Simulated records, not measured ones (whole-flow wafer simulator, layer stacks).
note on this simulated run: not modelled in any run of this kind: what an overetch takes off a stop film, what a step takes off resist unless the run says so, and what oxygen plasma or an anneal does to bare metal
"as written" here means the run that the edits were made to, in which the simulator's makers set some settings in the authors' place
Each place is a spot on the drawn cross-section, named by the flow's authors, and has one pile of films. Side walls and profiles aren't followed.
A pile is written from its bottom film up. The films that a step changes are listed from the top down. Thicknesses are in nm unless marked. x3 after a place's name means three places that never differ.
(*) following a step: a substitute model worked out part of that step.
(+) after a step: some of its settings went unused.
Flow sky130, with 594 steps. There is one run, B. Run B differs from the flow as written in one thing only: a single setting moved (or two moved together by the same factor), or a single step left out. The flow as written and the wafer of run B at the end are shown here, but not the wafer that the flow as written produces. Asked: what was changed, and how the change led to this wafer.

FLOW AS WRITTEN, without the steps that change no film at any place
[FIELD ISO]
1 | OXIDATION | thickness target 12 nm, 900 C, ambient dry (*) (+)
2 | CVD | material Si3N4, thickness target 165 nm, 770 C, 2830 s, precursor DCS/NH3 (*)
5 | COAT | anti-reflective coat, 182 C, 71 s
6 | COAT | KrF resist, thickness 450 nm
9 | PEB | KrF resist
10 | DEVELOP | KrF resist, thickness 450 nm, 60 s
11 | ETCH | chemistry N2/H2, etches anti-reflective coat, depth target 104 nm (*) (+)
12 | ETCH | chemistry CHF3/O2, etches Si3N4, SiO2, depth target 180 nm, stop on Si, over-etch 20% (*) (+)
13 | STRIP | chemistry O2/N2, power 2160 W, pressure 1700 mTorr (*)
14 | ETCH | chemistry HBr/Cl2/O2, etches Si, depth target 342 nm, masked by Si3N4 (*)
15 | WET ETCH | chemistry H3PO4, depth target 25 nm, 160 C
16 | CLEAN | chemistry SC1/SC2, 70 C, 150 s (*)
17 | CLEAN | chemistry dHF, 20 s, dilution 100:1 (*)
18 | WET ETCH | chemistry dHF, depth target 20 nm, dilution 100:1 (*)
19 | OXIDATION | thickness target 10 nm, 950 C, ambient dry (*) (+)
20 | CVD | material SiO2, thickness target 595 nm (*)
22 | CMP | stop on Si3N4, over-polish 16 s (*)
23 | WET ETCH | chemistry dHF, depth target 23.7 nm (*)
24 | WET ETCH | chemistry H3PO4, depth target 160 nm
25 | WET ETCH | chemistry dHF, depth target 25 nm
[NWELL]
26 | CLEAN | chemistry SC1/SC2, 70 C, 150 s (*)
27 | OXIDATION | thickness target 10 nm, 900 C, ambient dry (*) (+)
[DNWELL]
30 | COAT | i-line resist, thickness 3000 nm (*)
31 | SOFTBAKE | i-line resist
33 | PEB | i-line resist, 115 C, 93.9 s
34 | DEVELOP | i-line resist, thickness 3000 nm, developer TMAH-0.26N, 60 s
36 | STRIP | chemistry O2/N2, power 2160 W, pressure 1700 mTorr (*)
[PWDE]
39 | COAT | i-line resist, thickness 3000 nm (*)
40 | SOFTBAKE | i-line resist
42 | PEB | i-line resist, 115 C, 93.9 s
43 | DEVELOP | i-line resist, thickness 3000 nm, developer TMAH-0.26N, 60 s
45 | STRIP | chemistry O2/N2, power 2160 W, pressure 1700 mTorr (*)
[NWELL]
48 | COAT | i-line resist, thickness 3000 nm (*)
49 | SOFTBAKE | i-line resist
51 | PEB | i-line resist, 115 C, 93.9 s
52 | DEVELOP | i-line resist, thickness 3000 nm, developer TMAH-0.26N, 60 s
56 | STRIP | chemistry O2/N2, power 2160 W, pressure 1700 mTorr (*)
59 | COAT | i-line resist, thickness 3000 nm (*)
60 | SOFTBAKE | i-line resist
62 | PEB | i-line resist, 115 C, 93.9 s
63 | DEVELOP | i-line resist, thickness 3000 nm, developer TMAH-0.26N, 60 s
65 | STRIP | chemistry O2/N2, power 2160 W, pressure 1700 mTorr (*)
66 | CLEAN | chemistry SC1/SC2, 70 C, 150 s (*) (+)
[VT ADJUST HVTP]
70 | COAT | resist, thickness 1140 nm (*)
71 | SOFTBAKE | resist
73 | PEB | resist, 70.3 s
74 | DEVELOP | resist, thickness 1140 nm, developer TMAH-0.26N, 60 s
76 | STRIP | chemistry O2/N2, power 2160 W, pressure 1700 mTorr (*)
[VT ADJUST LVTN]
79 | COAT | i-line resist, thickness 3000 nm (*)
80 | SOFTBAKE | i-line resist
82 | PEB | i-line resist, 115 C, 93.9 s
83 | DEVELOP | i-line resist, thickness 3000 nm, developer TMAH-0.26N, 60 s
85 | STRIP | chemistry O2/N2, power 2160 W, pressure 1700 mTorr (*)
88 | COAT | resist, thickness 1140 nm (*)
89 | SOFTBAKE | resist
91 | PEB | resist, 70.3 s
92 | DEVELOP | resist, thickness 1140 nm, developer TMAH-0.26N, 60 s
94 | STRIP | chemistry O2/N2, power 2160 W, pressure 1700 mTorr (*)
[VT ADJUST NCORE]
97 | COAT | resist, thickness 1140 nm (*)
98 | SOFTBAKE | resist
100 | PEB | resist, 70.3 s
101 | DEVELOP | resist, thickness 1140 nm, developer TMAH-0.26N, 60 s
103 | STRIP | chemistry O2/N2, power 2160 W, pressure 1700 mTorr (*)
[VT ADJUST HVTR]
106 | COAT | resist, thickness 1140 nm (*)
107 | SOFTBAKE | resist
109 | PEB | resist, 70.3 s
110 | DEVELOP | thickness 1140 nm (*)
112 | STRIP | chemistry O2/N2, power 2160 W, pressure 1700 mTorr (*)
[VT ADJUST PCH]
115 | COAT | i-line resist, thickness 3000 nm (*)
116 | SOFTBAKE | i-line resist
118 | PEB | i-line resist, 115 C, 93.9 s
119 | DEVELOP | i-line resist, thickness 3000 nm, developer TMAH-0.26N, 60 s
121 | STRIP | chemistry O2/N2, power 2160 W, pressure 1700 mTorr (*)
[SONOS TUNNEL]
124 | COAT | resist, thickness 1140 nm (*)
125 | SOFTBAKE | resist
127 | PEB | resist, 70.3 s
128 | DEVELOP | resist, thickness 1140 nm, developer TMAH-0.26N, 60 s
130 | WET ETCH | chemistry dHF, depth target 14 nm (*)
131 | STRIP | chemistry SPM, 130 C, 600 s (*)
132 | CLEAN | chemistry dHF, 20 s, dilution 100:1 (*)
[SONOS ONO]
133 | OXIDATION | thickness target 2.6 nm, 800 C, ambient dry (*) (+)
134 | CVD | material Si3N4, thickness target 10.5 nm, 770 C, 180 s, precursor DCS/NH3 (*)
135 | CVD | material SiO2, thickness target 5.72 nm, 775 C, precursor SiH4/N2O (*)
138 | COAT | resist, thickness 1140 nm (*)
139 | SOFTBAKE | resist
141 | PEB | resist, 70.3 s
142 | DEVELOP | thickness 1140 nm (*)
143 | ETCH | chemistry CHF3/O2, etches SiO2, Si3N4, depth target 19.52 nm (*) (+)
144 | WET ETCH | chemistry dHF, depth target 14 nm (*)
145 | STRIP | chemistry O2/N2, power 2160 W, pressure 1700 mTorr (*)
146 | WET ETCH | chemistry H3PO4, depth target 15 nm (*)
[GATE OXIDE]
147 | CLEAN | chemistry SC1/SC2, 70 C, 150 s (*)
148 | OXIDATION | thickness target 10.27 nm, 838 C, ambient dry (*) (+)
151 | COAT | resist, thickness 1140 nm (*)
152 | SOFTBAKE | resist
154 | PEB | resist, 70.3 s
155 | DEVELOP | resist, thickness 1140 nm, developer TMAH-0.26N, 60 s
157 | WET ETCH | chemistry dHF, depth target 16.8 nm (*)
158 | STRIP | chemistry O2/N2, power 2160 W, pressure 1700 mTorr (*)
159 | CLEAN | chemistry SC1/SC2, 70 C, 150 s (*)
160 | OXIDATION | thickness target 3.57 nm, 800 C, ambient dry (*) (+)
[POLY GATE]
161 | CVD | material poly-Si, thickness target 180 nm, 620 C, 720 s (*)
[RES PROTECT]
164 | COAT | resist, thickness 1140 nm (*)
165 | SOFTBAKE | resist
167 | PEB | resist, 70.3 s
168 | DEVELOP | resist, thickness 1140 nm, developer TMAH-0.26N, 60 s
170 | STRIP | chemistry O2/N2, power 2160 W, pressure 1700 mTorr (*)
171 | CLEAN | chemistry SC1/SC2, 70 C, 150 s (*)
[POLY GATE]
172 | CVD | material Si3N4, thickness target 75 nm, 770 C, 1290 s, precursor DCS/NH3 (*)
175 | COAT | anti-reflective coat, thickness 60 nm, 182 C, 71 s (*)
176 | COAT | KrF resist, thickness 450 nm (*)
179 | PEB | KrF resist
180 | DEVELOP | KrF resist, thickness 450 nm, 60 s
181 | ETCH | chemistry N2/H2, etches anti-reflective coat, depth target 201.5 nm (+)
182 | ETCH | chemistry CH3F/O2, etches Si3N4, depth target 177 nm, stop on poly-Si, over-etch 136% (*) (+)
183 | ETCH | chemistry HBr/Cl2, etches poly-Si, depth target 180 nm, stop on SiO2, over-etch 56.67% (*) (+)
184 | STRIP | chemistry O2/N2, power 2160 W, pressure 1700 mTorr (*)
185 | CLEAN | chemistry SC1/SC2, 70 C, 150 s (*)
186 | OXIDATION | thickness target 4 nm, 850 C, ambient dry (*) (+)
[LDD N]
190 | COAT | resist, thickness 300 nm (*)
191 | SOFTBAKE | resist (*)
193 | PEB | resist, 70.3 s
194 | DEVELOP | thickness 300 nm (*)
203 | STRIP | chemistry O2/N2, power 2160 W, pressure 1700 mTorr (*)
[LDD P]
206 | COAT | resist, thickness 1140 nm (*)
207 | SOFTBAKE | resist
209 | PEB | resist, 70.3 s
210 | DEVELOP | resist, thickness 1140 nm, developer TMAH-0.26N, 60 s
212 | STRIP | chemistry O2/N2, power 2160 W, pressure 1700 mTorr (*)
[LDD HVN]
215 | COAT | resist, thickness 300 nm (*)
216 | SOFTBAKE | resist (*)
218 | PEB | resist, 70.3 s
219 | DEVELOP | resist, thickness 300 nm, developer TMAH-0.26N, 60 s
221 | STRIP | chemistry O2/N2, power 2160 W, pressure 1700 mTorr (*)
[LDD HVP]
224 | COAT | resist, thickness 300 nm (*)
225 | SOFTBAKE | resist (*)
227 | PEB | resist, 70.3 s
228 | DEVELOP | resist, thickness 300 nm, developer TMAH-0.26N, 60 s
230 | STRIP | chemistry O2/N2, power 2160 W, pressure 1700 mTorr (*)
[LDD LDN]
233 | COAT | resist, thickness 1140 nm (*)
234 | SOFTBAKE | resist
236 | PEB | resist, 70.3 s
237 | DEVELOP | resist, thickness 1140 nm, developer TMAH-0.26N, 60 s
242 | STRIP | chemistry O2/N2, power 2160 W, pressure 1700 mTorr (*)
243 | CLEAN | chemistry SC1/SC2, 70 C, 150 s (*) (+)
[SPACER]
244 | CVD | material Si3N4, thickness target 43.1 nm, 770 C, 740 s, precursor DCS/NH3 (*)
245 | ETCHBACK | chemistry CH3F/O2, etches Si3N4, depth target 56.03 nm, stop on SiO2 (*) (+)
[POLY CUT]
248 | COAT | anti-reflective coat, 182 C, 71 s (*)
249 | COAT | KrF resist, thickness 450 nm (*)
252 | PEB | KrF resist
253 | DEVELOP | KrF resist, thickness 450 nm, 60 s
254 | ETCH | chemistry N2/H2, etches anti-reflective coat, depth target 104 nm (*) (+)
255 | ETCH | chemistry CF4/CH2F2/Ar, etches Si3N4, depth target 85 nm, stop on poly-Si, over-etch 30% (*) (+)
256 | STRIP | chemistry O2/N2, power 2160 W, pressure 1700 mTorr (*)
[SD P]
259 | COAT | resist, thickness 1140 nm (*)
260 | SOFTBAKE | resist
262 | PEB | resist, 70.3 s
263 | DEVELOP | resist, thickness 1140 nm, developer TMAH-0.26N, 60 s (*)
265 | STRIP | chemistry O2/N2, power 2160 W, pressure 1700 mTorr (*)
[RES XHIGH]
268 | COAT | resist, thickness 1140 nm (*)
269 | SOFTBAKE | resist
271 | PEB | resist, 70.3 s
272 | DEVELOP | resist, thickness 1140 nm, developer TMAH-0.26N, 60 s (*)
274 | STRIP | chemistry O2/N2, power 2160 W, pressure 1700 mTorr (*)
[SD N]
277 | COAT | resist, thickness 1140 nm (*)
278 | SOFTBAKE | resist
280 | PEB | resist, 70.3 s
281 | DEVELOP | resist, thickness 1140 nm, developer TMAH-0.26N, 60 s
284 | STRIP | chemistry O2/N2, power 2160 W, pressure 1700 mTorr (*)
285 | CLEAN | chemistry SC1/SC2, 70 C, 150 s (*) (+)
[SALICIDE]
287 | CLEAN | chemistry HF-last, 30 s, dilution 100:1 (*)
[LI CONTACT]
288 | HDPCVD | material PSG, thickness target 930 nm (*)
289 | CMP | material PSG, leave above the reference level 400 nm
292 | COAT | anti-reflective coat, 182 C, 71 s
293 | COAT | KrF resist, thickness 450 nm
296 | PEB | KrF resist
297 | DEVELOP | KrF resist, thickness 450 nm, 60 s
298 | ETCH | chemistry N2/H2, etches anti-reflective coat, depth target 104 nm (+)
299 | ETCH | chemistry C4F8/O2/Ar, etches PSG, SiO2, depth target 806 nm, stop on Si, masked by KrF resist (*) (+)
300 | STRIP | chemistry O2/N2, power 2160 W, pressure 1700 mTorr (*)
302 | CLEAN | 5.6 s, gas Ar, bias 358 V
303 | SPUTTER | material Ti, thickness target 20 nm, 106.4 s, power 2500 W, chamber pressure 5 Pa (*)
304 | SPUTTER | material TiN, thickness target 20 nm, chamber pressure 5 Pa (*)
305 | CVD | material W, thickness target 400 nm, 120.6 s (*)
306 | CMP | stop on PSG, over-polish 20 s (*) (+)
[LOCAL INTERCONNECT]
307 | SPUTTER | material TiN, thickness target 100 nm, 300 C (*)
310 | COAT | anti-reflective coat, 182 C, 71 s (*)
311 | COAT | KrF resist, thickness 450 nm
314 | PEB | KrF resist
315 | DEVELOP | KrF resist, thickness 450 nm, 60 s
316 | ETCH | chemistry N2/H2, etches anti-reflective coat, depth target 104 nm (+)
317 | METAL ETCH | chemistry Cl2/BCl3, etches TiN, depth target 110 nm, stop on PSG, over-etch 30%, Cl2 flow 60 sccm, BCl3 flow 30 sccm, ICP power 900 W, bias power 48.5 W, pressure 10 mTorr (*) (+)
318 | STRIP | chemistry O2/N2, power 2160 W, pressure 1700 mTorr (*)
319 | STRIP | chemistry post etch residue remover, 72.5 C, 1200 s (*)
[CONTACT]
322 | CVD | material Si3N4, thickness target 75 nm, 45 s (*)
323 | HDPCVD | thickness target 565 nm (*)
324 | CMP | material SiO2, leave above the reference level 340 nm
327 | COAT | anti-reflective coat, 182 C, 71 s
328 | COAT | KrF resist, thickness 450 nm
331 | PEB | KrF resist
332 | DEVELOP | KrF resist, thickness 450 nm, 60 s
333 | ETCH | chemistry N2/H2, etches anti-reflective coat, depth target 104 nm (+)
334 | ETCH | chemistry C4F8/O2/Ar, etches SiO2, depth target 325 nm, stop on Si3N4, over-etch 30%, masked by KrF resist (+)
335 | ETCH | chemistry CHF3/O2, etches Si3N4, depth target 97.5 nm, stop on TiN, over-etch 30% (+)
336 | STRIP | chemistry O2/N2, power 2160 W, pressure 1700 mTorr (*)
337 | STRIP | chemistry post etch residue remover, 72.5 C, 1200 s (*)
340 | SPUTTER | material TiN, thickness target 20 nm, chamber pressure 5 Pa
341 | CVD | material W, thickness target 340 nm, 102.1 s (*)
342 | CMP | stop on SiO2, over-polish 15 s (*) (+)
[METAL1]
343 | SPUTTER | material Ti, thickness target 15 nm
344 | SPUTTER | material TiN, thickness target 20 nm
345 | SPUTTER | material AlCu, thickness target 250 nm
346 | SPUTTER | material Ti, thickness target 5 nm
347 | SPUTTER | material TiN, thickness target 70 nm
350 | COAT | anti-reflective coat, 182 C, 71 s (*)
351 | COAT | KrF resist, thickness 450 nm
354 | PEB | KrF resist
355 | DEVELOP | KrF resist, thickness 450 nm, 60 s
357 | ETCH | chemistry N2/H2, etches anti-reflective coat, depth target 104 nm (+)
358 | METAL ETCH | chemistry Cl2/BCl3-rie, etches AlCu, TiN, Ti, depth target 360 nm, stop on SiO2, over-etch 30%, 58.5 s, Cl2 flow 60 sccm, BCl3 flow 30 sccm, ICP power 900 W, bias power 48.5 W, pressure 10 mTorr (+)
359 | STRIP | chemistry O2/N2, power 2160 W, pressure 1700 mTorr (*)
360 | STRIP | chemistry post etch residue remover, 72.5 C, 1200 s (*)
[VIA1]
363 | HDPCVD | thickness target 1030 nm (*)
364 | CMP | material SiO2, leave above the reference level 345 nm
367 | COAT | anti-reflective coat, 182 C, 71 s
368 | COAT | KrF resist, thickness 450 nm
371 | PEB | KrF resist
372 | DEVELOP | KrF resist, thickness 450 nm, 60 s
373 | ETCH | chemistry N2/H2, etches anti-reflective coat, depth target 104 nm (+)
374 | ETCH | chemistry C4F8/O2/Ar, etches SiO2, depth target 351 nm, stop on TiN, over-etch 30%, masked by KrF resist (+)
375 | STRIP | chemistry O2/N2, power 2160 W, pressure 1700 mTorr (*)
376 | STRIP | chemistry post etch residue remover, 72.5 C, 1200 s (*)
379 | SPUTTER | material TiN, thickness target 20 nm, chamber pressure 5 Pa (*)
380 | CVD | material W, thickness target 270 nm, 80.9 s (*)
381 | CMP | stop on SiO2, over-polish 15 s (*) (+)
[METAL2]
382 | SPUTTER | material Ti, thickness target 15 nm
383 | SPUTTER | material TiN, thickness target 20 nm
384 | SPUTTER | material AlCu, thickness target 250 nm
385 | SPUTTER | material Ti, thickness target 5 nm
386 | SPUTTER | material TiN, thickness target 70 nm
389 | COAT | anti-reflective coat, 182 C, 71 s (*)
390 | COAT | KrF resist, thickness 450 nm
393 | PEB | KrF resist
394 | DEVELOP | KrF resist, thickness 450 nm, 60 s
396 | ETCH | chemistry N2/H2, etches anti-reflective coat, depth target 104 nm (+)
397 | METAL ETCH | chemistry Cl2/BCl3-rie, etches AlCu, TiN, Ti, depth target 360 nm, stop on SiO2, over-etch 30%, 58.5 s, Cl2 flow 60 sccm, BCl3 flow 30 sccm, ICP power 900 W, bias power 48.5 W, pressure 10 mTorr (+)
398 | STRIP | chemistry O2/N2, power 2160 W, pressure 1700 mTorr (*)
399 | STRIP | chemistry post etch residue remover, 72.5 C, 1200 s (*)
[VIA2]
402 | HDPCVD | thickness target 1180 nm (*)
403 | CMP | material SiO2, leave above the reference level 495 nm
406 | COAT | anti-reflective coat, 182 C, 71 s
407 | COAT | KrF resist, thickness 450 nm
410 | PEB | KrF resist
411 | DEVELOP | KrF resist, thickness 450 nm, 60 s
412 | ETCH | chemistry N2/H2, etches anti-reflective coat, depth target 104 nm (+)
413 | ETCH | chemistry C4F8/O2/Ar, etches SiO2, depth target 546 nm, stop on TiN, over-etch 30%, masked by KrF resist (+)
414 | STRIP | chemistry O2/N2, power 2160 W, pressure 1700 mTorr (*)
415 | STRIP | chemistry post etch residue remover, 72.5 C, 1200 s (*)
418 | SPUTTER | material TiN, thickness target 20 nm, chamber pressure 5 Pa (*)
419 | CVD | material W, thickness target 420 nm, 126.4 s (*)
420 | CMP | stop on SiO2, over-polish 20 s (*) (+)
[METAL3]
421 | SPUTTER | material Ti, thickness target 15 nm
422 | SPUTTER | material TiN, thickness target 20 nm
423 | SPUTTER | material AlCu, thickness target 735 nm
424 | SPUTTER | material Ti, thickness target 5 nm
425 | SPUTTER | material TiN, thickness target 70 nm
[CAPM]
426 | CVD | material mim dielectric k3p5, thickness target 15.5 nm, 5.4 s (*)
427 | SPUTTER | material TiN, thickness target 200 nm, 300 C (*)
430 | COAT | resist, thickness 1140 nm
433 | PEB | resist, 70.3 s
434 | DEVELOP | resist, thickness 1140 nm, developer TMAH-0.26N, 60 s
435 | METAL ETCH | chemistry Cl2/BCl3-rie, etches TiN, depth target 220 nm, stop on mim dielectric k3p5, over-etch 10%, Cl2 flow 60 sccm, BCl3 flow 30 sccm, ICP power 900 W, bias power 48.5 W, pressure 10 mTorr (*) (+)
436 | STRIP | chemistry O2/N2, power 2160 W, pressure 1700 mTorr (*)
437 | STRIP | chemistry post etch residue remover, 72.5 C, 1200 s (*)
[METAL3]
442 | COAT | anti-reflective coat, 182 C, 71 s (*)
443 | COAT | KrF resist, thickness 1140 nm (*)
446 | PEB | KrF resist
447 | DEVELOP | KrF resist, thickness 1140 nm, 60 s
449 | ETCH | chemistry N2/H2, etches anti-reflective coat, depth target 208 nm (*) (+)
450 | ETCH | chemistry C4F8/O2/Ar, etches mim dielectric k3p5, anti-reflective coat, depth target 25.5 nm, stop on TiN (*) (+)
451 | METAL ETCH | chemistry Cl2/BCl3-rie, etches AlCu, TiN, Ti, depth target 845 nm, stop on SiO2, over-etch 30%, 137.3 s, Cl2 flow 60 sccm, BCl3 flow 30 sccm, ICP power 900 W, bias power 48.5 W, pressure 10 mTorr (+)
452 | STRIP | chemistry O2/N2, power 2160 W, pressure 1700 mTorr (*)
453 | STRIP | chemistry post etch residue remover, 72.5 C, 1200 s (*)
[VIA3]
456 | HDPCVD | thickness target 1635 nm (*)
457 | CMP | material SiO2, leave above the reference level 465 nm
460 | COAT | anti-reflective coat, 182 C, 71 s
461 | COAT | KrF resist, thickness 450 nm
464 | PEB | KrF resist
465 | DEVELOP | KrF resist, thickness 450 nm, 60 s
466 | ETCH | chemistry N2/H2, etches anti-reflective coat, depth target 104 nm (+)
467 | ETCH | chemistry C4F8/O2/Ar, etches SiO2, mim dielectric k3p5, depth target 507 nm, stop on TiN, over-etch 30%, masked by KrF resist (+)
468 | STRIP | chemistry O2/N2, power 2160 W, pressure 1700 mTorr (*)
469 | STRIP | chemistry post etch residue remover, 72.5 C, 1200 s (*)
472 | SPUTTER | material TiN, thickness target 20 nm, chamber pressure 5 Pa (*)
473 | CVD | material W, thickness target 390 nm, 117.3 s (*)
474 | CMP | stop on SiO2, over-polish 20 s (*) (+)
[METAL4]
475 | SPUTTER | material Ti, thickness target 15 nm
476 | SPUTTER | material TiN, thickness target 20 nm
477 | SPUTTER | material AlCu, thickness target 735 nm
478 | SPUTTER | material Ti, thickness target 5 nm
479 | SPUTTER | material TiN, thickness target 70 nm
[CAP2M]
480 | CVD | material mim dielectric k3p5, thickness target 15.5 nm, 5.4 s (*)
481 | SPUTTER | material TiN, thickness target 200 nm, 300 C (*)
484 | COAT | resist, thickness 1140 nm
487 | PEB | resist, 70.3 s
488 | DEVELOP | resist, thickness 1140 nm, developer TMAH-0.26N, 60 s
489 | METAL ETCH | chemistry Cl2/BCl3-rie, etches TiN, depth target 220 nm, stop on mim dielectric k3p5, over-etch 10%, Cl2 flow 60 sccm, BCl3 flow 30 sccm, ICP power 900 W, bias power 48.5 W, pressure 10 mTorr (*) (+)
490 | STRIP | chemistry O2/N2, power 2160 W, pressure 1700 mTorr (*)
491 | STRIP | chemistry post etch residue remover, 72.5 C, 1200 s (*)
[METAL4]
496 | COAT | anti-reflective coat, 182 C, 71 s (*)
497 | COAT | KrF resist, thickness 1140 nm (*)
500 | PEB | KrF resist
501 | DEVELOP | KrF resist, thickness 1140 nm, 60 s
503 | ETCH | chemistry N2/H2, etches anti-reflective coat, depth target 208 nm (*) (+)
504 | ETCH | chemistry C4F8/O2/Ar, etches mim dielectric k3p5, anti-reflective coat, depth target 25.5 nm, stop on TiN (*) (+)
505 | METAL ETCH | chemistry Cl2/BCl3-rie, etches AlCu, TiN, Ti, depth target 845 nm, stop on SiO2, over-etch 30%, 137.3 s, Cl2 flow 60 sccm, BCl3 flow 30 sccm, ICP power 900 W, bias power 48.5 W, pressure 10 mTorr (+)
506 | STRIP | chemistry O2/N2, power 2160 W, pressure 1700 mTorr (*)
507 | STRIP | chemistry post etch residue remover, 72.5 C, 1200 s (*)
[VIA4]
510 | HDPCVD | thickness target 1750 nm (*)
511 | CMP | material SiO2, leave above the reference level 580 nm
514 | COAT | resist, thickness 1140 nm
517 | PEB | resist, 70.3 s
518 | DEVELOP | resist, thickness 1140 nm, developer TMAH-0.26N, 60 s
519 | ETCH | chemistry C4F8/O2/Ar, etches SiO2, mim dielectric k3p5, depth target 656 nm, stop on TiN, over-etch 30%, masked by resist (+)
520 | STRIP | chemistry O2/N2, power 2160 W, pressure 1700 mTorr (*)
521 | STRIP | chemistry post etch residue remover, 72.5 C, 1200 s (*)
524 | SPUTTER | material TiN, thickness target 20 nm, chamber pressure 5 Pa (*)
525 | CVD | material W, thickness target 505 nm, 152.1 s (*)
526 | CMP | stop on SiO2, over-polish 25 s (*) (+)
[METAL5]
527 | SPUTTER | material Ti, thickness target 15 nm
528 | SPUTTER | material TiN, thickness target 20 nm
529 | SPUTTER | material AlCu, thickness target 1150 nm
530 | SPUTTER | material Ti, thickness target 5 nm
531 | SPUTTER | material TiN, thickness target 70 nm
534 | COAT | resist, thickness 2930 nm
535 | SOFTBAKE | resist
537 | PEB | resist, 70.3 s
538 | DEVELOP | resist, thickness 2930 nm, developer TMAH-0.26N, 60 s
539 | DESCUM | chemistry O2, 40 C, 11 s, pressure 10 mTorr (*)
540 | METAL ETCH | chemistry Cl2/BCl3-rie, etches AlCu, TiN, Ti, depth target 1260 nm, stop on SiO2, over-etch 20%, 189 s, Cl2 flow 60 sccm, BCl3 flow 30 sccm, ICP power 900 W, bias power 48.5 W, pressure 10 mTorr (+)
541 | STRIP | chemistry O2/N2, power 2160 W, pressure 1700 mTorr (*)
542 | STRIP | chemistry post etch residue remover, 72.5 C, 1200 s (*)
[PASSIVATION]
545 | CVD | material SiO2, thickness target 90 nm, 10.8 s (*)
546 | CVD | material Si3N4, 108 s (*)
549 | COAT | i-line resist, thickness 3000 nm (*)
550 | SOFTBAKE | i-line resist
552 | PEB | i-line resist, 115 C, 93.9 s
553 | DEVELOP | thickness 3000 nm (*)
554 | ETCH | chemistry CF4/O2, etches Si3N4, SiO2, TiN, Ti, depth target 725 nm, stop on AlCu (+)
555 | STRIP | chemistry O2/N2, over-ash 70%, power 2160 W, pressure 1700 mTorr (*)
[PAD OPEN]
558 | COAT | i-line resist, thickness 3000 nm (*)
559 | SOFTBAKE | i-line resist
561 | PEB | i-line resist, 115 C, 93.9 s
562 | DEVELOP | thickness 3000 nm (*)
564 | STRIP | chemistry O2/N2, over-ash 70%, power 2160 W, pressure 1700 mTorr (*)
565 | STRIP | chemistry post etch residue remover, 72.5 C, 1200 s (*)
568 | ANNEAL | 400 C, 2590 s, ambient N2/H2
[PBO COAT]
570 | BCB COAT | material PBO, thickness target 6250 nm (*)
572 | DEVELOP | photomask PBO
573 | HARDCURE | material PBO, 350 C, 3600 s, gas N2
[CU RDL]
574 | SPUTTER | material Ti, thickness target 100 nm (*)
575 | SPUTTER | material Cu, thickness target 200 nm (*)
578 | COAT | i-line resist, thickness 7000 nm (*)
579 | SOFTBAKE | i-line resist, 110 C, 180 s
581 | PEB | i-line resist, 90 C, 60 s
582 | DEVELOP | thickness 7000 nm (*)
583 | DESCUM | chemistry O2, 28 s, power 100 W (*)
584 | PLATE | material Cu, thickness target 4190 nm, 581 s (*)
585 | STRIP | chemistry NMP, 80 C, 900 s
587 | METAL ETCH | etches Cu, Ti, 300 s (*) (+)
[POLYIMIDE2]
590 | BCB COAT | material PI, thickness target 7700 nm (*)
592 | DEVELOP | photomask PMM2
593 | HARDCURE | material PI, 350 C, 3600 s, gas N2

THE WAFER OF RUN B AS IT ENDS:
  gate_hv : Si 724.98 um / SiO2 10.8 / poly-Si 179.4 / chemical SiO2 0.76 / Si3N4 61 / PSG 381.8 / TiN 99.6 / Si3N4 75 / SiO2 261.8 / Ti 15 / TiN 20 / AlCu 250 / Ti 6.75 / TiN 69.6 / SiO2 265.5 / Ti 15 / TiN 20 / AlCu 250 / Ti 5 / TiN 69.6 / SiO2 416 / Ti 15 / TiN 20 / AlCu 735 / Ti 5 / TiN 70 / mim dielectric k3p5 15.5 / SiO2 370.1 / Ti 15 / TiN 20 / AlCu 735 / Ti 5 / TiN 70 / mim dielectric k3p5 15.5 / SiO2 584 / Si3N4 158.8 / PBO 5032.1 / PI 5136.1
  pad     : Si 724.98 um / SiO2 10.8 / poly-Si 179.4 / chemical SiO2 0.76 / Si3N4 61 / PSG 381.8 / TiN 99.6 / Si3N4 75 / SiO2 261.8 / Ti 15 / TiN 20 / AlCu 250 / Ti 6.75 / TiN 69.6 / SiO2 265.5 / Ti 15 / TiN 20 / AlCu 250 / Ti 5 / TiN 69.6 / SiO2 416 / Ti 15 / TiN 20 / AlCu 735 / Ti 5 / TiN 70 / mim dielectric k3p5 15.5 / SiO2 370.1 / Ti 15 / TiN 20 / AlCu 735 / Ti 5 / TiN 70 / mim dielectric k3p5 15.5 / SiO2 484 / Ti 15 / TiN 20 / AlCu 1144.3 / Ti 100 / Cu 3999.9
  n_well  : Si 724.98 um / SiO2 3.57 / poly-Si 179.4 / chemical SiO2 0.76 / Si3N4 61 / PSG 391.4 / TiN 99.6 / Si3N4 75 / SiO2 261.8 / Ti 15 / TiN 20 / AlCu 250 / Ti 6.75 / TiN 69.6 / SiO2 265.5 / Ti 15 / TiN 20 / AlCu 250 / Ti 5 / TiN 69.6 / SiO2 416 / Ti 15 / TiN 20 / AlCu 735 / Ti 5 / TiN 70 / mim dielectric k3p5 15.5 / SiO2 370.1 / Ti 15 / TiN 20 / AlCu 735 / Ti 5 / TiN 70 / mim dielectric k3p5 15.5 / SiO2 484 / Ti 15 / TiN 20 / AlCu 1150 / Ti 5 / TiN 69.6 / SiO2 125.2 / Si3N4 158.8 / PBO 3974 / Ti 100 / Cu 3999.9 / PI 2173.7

What caused this: step 346, SPUTTER: thickness target 6.75 nm was run, whereas the flow has thickness target 5 nm.
The wafer itself shows it: gate_hv has Ti 6.75, and step 346 as written asks for 5 nm.

The path from the change to this, step by step:
  346 | SPUTTER | material Ti, thickness target 5 nm
      field, active, n_well and 188 more: +6.75 Ti (new film) (in the flow as written it would be: +5 Ti (new film))
  358 | METAL ETCH | chemistry Cl2/BCl3-rie, etches AlCu, TiN, Ti, depth target 360 nm, stop on SiO2, over-etch 30%, 58.5 s, Cl2 flow 60 sccm, BCl3 flow 30 sccm, ICP power 900 W, bias power 48.5 W, pressure 10 mTorr (+)
      field, active, gate and 81 more: -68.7 TiN (all of it), -6.75 Ti (all of it), -250 AlCu (all of it), -20 TiN (all of it), -15 Ti (all of it), -10.8 SiO2 (in the flow as written it would be: -68.7 TiN (all of it), -5 Ti (all of it), -250 AlCu (all of it), -20 TiN (all of it), -15 Ti (all of it), -10.9 SiO2)
